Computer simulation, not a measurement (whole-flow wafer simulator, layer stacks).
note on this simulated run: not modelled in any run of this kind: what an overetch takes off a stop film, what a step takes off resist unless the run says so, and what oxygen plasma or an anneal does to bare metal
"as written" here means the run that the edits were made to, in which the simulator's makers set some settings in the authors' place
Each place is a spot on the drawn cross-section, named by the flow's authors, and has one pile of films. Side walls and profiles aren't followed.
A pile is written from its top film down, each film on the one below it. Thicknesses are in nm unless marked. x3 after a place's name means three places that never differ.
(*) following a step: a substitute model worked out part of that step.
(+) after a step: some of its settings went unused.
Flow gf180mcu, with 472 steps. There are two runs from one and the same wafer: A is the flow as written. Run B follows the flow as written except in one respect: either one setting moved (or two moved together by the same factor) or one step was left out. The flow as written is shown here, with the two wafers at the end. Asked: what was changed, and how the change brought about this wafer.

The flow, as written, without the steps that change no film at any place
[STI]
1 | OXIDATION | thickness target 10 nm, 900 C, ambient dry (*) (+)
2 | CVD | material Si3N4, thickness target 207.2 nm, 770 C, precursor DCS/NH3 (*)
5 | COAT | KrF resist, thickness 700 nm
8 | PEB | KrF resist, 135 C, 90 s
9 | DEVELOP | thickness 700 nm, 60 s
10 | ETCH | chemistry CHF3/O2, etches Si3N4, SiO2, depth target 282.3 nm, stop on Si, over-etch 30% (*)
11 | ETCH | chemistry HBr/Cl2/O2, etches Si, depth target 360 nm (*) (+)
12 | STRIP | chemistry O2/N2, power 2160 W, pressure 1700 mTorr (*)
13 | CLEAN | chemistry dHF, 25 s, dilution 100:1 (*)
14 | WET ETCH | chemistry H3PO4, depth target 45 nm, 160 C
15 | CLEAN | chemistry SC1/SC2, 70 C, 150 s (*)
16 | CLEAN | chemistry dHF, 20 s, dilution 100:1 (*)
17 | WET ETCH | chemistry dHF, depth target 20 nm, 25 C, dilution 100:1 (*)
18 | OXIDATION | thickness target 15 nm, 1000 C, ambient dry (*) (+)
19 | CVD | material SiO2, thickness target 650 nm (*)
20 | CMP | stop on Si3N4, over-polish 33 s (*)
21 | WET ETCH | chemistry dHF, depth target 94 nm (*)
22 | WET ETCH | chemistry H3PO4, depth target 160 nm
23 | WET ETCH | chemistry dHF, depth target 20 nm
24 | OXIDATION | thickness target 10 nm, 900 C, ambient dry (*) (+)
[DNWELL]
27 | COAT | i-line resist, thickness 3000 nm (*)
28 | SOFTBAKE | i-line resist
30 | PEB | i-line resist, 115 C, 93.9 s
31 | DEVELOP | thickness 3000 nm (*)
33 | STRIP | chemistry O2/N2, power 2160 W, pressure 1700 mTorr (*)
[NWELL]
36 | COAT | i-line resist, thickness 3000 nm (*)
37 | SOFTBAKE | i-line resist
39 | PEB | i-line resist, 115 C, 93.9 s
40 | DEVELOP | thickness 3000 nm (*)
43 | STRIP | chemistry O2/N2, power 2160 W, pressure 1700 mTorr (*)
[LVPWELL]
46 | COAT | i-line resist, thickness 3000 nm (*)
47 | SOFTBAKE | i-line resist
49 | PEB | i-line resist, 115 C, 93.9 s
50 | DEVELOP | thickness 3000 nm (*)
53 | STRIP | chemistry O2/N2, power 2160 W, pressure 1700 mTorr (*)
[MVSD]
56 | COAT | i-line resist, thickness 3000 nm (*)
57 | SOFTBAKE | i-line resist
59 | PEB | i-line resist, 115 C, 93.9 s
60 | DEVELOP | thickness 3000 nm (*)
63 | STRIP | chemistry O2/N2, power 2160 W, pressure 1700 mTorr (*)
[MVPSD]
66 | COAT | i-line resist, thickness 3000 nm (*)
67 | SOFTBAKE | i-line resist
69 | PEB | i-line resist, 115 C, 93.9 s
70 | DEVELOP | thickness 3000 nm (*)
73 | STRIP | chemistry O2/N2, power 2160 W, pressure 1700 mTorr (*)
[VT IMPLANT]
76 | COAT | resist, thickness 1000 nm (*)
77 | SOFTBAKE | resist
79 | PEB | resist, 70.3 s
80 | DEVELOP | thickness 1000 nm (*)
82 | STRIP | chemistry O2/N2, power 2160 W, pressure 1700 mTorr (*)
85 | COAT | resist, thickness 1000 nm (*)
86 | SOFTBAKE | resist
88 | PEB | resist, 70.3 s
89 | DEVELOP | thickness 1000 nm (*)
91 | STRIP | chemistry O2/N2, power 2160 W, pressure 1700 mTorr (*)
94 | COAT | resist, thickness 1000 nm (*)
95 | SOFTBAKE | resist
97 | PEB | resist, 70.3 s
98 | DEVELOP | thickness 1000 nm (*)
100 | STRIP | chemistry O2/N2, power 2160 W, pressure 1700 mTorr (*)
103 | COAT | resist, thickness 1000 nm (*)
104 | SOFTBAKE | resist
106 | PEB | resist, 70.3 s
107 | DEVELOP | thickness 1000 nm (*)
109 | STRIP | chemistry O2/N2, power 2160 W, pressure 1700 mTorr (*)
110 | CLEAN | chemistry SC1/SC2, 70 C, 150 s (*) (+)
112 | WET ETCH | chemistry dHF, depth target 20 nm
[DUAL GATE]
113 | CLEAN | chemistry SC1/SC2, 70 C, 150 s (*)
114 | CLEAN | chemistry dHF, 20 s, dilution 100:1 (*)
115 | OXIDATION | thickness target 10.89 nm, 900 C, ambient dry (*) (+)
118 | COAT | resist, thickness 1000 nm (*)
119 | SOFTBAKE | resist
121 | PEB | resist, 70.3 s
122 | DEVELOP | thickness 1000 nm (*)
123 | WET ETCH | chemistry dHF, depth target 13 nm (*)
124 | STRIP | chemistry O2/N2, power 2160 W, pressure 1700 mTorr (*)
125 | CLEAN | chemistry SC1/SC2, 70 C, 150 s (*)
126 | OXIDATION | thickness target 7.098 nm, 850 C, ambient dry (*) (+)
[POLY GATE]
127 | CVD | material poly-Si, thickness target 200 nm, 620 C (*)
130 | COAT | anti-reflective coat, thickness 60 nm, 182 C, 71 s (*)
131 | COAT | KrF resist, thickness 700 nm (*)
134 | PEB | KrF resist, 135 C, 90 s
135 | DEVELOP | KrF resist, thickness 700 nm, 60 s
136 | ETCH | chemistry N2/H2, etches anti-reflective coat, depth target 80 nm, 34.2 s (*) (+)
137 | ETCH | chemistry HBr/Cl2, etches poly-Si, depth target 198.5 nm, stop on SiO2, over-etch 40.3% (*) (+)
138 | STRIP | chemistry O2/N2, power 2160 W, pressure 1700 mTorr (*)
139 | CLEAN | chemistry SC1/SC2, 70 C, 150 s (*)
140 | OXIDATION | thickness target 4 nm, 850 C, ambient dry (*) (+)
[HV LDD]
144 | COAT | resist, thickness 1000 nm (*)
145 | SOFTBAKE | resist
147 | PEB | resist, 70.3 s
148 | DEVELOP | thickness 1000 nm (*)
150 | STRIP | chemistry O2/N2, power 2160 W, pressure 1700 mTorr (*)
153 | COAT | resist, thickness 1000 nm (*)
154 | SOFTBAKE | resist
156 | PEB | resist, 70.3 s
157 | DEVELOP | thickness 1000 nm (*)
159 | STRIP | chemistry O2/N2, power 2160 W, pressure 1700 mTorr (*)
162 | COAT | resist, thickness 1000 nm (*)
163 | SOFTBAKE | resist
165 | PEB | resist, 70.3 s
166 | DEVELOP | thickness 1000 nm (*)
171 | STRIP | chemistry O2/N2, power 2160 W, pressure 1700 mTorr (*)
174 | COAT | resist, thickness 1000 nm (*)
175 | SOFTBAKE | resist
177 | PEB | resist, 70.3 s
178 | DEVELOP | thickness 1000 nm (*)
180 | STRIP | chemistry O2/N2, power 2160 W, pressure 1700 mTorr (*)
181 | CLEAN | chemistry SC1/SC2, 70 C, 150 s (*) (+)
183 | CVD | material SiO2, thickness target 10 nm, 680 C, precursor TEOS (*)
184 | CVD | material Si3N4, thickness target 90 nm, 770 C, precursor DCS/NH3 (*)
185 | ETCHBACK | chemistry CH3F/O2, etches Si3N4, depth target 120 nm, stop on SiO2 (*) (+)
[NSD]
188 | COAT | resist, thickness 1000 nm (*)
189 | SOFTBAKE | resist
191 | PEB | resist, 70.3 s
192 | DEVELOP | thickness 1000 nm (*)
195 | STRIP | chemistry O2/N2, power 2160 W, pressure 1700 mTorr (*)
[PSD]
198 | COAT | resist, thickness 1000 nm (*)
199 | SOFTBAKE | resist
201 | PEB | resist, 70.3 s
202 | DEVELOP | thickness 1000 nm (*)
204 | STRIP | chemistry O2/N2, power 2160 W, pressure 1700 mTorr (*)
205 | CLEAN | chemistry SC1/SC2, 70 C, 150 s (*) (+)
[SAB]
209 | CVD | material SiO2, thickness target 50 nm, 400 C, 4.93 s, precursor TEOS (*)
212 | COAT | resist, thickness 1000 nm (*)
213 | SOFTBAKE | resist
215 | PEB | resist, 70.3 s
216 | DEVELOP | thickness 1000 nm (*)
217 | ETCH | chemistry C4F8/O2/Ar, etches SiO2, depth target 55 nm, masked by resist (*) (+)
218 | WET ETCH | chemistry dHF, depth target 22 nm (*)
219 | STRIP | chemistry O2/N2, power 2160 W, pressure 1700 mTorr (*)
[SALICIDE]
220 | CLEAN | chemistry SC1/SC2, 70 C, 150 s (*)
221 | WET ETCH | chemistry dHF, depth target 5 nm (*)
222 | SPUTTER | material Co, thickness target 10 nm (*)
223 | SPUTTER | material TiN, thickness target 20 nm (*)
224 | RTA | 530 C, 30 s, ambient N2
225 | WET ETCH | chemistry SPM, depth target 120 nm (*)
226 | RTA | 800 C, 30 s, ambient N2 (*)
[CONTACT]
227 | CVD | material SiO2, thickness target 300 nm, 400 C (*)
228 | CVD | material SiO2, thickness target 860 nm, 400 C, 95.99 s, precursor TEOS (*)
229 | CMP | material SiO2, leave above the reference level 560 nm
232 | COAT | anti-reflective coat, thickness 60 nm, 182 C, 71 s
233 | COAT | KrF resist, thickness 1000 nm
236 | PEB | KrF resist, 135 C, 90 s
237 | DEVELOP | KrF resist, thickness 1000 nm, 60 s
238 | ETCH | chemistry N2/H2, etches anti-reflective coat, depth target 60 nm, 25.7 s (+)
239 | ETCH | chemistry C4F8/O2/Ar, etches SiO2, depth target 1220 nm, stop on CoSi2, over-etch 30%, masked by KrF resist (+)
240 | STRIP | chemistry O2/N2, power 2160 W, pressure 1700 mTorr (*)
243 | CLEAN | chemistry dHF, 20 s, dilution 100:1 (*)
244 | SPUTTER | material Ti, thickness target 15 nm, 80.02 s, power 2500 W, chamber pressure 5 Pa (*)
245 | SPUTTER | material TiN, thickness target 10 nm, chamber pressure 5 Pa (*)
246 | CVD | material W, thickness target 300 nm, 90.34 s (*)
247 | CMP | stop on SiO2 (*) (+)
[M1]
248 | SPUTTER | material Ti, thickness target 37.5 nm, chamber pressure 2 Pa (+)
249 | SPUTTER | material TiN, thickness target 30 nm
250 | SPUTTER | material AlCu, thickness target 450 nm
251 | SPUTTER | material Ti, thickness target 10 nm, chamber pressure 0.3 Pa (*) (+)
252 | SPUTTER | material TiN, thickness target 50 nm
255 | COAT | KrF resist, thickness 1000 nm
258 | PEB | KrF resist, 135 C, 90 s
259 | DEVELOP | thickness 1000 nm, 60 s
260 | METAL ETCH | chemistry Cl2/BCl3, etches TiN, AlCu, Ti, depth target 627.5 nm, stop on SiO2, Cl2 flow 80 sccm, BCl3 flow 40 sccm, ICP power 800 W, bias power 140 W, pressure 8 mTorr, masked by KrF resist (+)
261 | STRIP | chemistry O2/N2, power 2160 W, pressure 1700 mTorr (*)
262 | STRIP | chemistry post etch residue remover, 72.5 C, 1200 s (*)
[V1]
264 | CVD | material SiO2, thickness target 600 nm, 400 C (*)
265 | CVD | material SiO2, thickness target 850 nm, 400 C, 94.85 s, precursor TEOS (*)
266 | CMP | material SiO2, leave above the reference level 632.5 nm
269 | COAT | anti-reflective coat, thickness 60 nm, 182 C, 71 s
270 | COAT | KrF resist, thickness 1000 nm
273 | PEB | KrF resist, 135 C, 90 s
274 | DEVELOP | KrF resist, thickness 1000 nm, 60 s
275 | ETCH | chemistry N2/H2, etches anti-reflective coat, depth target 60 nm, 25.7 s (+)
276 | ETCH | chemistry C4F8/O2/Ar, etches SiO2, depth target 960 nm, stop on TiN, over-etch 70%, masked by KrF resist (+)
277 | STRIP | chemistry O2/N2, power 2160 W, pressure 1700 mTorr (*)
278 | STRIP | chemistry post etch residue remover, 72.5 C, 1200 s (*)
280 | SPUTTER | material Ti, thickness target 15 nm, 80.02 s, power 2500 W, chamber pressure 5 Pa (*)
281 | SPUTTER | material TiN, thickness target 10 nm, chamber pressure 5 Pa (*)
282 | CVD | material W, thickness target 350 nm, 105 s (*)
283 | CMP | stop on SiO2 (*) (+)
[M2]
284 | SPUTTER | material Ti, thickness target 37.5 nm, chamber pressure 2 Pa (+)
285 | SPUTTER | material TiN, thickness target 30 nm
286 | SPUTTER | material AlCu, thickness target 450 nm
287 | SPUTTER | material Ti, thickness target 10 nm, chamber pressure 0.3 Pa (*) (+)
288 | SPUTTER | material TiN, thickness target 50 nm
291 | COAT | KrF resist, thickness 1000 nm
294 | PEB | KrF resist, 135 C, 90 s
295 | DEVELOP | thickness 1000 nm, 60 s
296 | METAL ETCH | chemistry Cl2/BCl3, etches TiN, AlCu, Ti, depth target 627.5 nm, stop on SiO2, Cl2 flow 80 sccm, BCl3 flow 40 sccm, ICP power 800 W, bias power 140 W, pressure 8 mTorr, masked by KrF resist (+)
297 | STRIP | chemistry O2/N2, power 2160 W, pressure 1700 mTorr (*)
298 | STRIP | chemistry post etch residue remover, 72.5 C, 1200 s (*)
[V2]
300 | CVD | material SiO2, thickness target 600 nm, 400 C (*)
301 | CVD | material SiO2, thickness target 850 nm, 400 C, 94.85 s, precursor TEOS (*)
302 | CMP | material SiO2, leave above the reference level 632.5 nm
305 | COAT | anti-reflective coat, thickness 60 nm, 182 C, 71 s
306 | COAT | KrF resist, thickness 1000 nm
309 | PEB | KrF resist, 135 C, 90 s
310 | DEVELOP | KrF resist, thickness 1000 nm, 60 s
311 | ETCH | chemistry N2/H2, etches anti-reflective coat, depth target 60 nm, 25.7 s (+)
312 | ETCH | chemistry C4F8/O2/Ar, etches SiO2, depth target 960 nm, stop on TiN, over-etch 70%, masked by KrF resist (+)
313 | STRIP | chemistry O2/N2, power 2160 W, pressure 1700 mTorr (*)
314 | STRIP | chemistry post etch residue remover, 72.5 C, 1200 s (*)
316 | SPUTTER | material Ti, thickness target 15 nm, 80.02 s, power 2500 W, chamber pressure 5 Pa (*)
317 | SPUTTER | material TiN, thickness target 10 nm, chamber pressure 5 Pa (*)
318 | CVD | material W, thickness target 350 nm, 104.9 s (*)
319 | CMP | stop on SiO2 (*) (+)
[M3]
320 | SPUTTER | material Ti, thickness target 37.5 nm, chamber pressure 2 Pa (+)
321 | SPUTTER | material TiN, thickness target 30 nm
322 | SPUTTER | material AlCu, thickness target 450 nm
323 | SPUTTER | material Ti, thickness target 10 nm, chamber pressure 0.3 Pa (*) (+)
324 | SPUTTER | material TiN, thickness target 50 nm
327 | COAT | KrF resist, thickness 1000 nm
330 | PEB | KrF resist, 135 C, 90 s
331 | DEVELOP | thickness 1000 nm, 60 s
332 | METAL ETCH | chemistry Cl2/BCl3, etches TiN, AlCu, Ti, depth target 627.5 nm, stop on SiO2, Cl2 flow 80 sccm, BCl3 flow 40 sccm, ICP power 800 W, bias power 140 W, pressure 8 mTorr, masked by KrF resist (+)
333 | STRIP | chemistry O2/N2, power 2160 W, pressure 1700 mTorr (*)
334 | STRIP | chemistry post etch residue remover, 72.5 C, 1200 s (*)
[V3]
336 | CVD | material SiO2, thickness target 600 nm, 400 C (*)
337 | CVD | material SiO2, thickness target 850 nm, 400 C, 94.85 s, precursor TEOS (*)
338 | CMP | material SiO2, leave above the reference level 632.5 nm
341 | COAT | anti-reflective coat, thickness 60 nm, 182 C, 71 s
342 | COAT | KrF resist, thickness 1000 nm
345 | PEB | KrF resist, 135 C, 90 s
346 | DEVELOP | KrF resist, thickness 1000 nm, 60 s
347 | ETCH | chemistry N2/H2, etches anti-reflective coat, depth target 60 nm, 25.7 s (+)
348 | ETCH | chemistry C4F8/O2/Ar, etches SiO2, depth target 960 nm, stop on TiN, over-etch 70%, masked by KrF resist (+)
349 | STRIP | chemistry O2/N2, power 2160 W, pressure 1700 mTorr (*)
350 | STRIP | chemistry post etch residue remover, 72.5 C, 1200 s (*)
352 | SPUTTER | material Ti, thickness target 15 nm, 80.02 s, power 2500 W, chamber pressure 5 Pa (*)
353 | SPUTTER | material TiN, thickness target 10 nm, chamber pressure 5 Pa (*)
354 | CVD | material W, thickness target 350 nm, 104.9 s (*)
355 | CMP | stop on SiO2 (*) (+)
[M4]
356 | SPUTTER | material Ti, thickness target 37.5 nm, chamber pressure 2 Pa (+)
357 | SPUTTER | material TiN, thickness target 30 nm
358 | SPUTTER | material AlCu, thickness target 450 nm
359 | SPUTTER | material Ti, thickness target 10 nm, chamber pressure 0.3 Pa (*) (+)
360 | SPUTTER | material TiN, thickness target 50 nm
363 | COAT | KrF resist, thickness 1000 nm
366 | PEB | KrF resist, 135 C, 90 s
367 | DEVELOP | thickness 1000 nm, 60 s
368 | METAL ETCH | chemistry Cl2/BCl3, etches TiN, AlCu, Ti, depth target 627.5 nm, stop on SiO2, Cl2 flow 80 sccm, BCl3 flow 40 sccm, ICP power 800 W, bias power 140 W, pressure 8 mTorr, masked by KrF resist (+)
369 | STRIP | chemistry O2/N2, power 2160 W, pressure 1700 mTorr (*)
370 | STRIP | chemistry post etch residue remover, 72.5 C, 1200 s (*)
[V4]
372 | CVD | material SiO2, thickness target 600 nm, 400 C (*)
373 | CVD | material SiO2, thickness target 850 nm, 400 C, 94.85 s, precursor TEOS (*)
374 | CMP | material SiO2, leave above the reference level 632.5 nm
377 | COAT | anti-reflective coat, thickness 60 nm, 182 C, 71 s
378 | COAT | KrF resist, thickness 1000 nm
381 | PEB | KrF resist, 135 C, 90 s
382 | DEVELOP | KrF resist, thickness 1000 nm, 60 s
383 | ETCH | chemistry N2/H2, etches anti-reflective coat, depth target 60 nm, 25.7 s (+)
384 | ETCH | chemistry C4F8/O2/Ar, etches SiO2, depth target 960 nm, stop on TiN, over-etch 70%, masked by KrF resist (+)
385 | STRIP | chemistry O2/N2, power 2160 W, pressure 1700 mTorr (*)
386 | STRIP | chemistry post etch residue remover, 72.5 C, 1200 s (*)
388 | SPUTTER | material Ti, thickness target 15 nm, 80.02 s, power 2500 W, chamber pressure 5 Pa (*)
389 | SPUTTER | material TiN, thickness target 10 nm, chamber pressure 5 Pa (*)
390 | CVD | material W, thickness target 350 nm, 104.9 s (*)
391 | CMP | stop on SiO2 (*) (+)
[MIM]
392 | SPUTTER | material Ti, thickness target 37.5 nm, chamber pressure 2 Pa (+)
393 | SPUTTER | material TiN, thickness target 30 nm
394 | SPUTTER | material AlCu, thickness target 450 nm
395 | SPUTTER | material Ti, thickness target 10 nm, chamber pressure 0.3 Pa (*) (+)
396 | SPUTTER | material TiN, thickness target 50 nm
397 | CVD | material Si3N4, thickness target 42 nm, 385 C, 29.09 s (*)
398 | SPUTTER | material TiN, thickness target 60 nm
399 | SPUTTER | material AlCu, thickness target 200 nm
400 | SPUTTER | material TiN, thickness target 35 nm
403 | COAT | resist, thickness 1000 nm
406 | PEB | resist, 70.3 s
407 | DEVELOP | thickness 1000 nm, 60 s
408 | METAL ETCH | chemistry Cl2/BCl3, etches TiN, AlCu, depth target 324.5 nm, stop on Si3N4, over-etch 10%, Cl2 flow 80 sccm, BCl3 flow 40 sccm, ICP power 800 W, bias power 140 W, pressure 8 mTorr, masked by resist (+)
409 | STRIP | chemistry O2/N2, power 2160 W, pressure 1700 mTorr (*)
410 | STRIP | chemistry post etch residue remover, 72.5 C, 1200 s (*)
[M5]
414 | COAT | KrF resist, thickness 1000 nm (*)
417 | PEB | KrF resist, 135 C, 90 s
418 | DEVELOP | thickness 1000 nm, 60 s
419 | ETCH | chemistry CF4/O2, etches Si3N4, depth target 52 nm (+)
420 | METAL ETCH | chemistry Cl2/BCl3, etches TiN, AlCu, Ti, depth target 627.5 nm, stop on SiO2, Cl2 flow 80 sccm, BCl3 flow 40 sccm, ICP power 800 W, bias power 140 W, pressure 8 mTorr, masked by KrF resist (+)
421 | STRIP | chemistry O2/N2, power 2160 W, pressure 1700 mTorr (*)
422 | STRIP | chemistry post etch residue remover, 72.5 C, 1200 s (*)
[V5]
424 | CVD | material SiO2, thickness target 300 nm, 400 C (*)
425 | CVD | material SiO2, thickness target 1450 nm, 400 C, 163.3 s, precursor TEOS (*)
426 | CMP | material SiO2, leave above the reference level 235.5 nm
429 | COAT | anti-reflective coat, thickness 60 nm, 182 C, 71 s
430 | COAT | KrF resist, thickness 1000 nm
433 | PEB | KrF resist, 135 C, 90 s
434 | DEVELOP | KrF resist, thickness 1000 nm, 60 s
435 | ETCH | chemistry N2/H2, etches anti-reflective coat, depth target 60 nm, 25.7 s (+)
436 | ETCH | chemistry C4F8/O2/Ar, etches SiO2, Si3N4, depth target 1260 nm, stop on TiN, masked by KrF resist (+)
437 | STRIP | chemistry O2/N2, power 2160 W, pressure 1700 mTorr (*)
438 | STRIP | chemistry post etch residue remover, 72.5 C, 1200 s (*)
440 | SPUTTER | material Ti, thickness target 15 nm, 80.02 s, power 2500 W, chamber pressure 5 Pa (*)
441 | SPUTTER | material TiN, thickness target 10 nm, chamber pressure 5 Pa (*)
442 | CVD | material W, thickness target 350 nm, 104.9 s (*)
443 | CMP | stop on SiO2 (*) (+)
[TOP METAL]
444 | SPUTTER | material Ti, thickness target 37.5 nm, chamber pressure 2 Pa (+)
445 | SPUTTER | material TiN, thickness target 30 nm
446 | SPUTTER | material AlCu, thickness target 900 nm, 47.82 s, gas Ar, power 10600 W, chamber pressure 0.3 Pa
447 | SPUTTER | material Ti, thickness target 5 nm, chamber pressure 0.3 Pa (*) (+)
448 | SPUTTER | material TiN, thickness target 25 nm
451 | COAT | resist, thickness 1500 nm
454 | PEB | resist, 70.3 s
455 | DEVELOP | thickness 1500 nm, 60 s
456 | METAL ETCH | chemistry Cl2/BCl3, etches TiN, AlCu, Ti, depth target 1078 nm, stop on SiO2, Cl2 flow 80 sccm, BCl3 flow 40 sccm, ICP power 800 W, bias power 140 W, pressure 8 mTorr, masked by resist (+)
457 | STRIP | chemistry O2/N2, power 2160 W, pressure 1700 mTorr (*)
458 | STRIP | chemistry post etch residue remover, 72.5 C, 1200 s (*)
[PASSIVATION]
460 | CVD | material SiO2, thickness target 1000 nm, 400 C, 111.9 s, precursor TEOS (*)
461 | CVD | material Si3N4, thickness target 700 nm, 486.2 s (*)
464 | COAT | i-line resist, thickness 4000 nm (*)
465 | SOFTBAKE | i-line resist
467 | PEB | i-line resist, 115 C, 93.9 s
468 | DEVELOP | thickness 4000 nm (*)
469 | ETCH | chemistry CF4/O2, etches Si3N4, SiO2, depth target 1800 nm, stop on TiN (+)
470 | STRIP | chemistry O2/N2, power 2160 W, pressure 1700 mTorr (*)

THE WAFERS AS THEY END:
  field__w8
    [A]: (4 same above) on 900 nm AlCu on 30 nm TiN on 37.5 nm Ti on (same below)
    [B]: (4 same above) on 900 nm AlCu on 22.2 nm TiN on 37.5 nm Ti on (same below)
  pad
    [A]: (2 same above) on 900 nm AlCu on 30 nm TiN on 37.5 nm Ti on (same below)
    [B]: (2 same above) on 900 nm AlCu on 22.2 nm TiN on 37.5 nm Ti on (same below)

Cause: step 445, SPUTTER: thickness target 22.2 nm was run, while the flow as written has thickness target 30 nm.
The wafer lets one read it off: field__w8 has TiN 22.2, and step 445 as written asks for 30 nm.

How this came from the change, step by step:
  445 | SPUTTER | material TiN, thickness target 30 nm
      field, field__w1, field__w2 and 109 more: A +30 TiN (new film) | B +22.2 TiN (new film)
  456 | METAL ETCH | chemistry Cl2/BCl3, etches TiN, AlCu, Ti, depth target 1078 nm, stop on SiO2, Cl2 flow 80 sccm, BCl3 flow 40 sccm, ICP power 800 W, bias power 140 W, pressure 8 mTorr, masked by resist (+)
      field, field__w1, field__w2 and 103 more: A -25 TiN (all of it), -5 Ti (all of it), -900 AlCu (all of it), -30 TiN (all of it), -37.5 Ti (all of it) | B -25 TiN (all of it), -5 Ti (all of it), -900 AlCu (all of it), -22.2 TiN (all of it), -37.5 Ti (all of it)
